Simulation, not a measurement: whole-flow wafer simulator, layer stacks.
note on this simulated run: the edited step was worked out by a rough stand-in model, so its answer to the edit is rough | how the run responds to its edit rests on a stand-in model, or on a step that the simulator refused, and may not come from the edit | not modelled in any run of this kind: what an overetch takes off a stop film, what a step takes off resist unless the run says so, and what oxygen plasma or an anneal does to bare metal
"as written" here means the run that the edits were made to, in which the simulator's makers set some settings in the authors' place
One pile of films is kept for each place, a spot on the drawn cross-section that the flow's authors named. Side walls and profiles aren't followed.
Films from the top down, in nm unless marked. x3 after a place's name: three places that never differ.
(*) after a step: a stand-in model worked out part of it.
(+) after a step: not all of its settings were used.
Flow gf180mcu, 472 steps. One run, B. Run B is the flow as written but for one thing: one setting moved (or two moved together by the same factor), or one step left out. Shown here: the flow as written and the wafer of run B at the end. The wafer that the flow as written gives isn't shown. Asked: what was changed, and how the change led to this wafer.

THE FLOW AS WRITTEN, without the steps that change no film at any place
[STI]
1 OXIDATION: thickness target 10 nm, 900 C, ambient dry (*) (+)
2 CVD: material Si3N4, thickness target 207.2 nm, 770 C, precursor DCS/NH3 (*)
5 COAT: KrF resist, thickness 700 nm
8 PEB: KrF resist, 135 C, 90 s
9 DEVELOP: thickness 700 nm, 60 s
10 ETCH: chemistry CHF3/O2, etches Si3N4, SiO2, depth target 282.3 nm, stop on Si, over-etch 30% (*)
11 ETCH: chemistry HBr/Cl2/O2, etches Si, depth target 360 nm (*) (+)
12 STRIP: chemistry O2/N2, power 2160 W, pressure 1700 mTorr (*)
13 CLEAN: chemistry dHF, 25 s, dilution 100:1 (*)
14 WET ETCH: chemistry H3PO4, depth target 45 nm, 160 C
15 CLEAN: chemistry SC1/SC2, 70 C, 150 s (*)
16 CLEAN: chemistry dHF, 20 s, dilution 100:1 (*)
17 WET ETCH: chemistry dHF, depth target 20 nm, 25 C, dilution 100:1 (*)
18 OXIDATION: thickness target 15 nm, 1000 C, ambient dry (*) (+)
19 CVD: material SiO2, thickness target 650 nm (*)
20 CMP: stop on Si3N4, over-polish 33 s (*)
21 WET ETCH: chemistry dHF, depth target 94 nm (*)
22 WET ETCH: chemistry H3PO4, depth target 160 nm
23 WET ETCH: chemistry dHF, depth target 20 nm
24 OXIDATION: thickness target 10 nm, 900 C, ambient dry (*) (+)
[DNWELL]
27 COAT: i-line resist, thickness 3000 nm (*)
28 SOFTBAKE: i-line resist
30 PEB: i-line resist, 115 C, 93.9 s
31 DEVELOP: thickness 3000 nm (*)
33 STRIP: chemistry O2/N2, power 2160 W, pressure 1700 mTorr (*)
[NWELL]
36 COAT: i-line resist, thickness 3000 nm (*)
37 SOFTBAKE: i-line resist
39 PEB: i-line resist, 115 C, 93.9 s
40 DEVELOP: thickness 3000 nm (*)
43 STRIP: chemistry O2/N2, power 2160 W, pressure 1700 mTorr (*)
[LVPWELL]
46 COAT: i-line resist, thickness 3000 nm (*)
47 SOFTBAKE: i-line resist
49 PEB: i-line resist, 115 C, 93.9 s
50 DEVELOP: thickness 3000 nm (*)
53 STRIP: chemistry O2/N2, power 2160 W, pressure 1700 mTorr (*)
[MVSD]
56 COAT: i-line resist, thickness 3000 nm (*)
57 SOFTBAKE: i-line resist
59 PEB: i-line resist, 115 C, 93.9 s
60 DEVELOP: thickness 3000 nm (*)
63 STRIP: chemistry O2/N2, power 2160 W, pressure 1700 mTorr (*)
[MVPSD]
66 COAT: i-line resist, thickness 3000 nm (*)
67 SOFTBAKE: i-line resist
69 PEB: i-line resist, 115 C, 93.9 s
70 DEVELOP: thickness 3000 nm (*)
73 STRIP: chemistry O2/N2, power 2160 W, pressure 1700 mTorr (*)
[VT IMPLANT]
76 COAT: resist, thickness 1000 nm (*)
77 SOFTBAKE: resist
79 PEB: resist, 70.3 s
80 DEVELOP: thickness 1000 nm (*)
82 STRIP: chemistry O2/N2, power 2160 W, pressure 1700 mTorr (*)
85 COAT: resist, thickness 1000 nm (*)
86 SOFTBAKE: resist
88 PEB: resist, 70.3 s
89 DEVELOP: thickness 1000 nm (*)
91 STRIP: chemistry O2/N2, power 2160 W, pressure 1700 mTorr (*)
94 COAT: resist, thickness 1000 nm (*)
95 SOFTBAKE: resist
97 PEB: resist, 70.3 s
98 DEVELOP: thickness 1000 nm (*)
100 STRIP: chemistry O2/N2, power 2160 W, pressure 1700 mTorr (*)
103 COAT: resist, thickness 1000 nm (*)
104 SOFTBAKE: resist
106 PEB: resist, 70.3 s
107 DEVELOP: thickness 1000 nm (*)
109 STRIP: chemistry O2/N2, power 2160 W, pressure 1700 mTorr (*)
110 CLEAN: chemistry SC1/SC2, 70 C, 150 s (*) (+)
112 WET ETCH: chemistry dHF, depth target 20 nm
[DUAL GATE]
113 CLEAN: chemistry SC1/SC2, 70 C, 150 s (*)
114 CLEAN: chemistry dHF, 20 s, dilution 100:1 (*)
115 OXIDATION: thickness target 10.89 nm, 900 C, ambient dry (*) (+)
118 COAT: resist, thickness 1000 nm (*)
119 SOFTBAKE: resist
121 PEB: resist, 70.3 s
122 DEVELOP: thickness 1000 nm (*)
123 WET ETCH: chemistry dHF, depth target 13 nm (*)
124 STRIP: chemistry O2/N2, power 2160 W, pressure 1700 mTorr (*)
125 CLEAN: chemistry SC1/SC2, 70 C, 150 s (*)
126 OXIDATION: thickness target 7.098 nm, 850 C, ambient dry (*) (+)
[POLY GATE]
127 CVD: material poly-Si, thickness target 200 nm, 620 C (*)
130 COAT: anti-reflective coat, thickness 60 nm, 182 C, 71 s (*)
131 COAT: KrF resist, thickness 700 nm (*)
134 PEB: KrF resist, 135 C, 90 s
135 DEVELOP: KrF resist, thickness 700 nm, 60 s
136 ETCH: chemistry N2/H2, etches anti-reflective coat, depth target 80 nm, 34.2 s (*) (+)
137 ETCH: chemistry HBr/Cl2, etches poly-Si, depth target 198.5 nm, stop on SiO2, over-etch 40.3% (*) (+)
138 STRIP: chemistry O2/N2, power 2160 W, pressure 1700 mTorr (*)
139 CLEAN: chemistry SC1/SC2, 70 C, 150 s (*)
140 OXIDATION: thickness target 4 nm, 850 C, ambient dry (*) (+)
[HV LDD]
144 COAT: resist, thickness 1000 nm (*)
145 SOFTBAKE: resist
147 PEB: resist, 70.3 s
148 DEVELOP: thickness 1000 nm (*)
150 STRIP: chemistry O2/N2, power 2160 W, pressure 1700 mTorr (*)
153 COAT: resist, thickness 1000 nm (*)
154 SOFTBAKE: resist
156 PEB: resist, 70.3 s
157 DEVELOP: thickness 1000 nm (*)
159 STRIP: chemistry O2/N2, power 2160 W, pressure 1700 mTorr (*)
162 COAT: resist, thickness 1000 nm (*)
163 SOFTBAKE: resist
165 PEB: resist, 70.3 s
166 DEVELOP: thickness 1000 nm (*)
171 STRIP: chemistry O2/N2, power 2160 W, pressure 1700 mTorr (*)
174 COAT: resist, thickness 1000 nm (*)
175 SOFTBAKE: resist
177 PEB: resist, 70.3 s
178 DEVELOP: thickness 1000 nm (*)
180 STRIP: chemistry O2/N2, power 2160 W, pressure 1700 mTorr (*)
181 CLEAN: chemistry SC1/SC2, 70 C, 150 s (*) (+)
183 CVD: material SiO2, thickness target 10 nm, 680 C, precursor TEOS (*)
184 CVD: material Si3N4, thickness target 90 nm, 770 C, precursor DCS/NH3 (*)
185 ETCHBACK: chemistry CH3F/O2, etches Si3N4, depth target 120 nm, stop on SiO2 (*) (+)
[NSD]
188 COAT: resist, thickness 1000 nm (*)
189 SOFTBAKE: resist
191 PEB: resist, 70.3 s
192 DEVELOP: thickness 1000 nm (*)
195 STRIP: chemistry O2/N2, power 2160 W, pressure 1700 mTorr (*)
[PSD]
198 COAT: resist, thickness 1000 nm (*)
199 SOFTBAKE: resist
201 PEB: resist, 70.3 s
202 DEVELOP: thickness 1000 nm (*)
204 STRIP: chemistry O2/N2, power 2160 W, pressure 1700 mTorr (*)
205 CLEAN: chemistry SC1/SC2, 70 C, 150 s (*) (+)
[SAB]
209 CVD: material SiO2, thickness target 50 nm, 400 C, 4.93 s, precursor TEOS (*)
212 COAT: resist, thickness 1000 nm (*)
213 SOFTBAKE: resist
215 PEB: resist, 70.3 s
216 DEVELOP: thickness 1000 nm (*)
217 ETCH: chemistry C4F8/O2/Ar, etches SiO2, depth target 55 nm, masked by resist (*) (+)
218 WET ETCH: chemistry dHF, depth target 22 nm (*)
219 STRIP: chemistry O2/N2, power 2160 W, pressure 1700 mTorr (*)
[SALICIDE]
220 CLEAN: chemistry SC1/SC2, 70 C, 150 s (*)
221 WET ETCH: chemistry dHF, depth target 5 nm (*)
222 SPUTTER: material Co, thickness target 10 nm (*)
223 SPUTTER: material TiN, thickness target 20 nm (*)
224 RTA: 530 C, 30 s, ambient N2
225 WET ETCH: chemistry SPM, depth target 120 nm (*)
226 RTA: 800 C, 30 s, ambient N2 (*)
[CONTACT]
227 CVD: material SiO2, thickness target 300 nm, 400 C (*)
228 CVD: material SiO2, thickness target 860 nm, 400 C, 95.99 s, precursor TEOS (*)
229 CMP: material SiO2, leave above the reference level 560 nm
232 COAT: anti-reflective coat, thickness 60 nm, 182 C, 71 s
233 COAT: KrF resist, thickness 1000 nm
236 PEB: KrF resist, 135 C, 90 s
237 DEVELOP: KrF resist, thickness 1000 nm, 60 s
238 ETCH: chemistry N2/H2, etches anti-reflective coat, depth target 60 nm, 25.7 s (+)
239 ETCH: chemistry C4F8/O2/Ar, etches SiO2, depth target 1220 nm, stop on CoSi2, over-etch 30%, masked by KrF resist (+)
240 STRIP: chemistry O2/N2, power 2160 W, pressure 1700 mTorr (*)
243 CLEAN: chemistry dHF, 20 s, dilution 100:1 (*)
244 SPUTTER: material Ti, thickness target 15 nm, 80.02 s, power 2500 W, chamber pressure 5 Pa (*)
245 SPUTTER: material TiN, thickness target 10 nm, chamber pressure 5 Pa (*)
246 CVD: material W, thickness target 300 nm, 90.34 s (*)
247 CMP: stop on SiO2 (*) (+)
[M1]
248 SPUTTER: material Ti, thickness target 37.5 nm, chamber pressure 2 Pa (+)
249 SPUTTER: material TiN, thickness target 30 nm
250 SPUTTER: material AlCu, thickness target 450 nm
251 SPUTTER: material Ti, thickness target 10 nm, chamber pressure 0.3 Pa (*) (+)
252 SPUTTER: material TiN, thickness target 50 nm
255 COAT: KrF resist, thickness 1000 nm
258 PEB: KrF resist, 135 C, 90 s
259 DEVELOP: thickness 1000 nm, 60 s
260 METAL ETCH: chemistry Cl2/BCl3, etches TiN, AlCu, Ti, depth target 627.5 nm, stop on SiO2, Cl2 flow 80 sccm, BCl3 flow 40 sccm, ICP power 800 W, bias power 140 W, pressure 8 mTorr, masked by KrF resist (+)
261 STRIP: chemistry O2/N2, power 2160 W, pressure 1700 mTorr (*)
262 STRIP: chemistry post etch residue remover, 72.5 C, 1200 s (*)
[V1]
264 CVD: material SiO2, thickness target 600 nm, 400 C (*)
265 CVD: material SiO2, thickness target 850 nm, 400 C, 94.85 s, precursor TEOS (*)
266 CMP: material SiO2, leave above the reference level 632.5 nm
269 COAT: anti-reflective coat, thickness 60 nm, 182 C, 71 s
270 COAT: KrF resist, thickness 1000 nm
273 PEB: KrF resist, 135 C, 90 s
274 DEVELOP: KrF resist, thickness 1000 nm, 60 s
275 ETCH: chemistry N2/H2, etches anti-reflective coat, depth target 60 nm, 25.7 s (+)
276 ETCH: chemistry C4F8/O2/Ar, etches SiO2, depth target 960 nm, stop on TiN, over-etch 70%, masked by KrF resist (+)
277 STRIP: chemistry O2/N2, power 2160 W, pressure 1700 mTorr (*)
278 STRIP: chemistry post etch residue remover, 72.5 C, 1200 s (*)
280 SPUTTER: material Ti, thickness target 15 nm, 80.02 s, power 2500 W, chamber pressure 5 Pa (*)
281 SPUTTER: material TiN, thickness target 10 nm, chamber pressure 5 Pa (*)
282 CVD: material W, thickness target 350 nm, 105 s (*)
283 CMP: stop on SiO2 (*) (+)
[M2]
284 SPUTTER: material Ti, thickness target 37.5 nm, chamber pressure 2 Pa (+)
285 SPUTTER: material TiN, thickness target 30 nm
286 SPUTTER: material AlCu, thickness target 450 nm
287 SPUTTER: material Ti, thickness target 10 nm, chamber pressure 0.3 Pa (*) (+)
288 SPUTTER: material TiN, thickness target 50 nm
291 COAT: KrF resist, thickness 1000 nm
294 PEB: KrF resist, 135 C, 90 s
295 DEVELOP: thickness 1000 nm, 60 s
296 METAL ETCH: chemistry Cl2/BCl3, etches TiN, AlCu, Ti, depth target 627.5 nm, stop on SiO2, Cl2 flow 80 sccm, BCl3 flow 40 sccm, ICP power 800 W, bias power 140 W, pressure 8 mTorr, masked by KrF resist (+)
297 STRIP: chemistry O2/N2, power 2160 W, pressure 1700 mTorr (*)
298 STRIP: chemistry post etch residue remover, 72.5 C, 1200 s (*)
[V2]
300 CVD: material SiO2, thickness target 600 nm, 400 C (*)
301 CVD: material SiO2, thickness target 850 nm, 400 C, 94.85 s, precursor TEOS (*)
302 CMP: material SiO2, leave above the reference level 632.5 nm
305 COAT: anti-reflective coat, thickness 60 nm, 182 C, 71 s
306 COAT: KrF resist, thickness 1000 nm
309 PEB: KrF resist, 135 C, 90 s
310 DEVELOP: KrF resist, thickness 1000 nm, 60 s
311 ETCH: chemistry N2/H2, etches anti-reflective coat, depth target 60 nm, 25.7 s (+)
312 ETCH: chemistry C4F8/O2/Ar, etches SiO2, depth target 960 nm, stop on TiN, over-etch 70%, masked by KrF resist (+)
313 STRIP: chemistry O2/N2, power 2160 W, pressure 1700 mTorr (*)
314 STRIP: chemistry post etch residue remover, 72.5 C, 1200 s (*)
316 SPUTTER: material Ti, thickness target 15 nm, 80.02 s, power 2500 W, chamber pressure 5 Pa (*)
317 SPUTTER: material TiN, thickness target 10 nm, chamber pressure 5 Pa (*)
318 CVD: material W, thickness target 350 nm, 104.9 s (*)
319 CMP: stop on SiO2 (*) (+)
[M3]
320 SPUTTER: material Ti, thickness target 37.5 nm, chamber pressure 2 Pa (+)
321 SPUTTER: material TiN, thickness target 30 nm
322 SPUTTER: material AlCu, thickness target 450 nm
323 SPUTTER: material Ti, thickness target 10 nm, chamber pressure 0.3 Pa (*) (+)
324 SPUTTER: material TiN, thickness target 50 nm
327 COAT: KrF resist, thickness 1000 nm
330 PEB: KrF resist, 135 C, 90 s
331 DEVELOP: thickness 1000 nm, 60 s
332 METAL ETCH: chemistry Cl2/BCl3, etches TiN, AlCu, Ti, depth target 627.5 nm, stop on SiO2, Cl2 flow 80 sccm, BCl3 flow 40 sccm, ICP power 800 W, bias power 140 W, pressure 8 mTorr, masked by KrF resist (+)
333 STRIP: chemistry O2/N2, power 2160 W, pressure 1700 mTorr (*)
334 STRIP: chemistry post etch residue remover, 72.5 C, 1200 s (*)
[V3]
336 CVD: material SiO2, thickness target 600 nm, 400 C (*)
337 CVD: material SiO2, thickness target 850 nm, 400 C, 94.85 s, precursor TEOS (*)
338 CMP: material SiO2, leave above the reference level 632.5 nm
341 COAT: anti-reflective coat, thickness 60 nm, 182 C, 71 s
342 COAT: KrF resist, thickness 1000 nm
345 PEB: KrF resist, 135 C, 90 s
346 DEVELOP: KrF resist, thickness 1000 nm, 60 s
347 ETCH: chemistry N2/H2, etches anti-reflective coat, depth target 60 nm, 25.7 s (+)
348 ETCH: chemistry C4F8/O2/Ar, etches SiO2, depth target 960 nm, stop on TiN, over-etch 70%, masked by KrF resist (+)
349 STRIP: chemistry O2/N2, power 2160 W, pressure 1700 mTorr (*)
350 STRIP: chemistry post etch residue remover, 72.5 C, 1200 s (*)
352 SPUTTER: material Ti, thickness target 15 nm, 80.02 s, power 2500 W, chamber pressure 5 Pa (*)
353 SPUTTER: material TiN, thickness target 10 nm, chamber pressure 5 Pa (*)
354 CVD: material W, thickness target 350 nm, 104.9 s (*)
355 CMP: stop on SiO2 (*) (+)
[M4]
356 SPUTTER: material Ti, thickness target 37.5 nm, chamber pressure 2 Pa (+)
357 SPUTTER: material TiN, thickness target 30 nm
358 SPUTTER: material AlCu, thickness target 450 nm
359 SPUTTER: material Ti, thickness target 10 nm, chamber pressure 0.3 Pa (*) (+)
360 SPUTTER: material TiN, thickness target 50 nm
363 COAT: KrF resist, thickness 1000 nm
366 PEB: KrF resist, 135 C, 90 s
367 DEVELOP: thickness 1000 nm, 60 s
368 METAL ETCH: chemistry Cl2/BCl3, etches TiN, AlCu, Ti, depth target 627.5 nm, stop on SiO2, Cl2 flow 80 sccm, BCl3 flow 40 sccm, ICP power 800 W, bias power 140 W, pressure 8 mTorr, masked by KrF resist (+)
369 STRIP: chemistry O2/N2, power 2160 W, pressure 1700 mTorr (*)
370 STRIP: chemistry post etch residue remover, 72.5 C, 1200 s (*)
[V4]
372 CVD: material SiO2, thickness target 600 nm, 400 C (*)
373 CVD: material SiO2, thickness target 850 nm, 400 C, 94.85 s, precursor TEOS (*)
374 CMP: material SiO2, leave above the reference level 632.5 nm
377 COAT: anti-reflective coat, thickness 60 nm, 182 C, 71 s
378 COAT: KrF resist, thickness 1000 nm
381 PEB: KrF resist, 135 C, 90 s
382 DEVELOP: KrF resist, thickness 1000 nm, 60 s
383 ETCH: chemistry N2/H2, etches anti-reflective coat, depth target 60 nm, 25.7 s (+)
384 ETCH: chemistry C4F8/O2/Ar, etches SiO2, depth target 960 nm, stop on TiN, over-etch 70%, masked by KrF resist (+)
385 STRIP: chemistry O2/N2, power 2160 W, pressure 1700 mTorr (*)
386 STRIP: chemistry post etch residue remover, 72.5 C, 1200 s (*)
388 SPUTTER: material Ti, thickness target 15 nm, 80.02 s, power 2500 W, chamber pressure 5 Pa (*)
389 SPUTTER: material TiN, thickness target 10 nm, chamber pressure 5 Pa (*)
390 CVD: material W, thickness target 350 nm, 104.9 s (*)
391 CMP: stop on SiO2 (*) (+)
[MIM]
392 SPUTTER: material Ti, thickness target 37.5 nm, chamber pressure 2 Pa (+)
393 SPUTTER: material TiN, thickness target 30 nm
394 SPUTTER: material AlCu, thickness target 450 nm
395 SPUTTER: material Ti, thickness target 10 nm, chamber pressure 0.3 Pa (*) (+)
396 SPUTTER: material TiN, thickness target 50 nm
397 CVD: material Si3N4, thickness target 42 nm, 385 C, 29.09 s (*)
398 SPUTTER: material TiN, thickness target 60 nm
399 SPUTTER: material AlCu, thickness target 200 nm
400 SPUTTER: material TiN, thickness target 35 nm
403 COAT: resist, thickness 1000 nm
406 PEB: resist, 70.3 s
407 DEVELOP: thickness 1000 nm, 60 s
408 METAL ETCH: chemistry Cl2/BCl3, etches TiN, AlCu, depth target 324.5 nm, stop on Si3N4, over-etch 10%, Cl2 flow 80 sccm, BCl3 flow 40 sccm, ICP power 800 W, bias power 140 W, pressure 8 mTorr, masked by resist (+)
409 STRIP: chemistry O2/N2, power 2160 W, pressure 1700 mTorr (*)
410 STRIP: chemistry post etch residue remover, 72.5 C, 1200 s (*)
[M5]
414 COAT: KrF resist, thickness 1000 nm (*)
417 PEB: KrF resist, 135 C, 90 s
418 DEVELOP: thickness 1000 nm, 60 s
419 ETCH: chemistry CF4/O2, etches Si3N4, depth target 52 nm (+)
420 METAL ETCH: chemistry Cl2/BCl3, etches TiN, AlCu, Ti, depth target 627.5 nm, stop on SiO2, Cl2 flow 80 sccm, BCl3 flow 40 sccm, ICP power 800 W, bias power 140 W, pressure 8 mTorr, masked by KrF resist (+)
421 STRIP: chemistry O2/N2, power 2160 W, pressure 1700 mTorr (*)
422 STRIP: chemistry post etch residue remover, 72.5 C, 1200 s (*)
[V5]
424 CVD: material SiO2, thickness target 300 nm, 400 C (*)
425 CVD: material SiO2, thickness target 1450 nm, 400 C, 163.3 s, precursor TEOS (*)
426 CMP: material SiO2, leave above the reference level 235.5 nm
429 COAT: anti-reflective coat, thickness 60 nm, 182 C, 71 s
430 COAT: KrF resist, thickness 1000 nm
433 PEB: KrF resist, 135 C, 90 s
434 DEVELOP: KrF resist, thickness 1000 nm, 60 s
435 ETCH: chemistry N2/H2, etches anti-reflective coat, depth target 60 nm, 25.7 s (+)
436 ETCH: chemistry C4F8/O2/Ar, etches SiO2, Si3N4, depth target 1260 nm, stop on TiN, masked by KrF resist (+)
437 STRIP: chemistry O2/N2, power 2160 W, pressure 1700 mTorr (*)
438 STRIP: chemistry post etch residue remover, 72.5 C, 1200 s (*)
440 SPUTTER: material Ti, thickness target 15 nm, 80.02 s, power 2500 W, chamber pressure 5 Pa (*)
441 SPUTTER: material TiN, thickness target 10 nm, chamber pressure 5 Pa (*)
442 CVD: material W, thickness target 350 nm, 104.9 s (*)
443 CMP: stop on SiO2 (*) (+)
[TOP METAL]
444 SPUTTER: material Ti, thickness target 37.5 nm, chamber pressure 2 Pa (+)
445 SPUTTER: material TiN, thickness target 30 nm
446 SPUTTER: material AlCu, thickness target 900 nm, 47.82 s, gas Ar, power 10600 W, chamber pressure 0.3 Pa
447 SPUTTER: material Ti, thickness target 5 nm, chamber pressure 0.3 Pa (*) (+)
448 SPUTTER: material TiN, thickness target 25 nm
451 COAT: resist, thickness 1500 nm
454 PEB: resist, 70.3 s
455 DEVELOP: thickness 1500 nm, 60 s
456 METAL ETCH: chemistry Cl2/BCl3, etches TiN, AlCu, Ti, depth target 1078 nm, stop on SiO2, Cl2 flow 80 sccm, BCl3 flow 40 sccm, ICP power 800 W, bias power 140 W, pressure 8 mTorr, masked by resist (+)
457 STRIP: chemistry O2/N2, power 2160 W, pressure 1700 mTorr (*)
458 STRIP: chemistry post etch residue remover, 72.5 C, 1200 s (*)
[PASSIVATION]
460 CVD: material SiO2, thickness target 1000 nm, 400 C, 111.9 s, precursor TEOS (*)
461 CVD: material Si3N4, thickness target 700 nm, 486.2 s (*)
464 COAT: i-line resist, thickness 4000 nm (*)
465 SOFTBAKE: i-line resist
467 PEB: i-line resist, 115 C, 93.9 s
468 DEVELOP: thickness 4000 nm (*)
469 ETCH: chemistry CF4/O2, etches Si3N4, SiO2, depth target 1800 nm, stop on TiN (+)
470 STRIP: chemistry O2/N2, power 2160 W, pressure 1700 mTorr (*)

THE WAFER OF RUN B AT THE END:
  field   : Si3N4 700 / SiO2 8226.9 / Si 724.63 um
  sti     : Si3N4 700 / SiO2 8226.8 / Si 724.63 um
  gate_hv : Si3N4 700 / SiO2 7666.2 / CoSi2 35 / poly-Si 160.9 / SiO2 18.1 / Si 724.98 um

The cause: step 115, OXIDATION: thickness target 15.13 nm was run, where the flow has thickness target 10.89 nm.

How the change led to this, step by step:
  115 OXIDATION: thickness target 10.89 nm, 900 C, ambient dry (*) (+)
      active, n_well, p_well and 40 more: SiO2 +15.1 (new film), Si -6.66 (as written it would be: SiO2 +10.9 (new film), Si -4.79)
      sti, mim_1p0, pad and 19 more: SiO2 +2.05, Si -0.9 (as written it would be: SiO2 +1.22, Si -0.54)
      (and at 27 more places)
  123 WET ETCH: chemistry dHF, depth target 13 nm (*)
      active, n_well, p_well and 12 more: SiO2 -13 (as written it would be: SiO2 -10.9 (all of it))
  124 STRIP: chemistry O2/N2, power 2160 W, pressure 1700 mTorr (*)
      active, n_well, p_well and 12 more: nothing (as written it would be: chemical SiO2 +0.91 (new film), Si -0.4)
  126 OXIDATION: thickness target 7.098 nm, 850 C, ambient dry (*) (+)
      active, n_well, p_well and 12 more: SiO2 +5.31, Si -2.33 (as written it would be: SiO2 +7.1 (new film), chemical SiO2 -0.76 (all of it), Si -2.79)
  130 COAT: anti-reflective coat, thickness 60 nm, 182 C, 71 s (*)
      p_well, spacer, sd_n: anti-reflective coat +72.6 (new film) (as written it would be: anti-reflective coat +70.9 (new film))
      ld_fp_p: anti-reflective coat +48.8 (new film) (as written it would be: anti-reflective coat +47.8 (new film))
      (and at 2 more places)
  136 ETCH: chemistry N2/H2, etches anti-reflective coat, depth target 80 nm, 34.2 s (*) (+)
      p_well, spacer, sd_n: anti-reflective coat -72.6 (all of it), poly-Si -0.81 (as written it would be: anti-reflective coat -70.9 (all of it), poly-Si -0.85)
      ldn_dft: anti-reflective coat -49.7 (all of it), poly-Si -1.39 (as written it would be: anti-reflective coat -48.7 (all of it), poly-Si -1.42)
  138 STRIP: chemistry O2/N2, power 2160 W, pressure 1700 mTorr (*)
      ld_fp_p: chemical SiO2 +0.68 (new film), KrF resist -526 (all of it), anti-reflective coat -48.8 (all of it), poly-Si -0.3 (as written it would be: chemical SiO2 +0.68 (new film), KrF resist -526.2 (all of it), anti-reflective coat -47.8 (all of it), poly-Si -0.3)
      ldn_fp: chemical SiO2 +0.68 (new film), KrF resist -530 (all of it), anti-reflective coat -49.5 (all of it), poly-Si -0.3 (as written it would be: chemical SiO2 +0.68 (new film), KrF resist -530.2 (all of it), anti-reflective coat -48.5 (all of it), poly-Si -0.3)
  189 SOFTBAKE: resist
      field__w9: resist -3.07 (as written it would be: resist +6.92)
      active_hv: resist -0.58 (as written it would be: resist +2.68)
      (and at 1 more place)
  199 SOFTBAKE: resist
      field__w9: resist -3.07 (as written it would be: resist +6.92)
      active_hv: resist -0.58 (as written it would be: resist +2.68)
      (and at 1 more place)
  218 WET ETCH: chemistry dHF, depth target 22 nm (*)
      ldn_tap, ldn_src, ldn_drn, ldp_tap, ldp_src, ldp_drn, ldp_gr: SiO2 -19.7 (all of it) (as written it would be: SiO2 -16 (all of it))
      ld_drn_n, ld_sd_p: SiO2 -18.6 (all of it) (as written it would be: SiO2 -14.8 (all of it))
      (and at 5 more places)
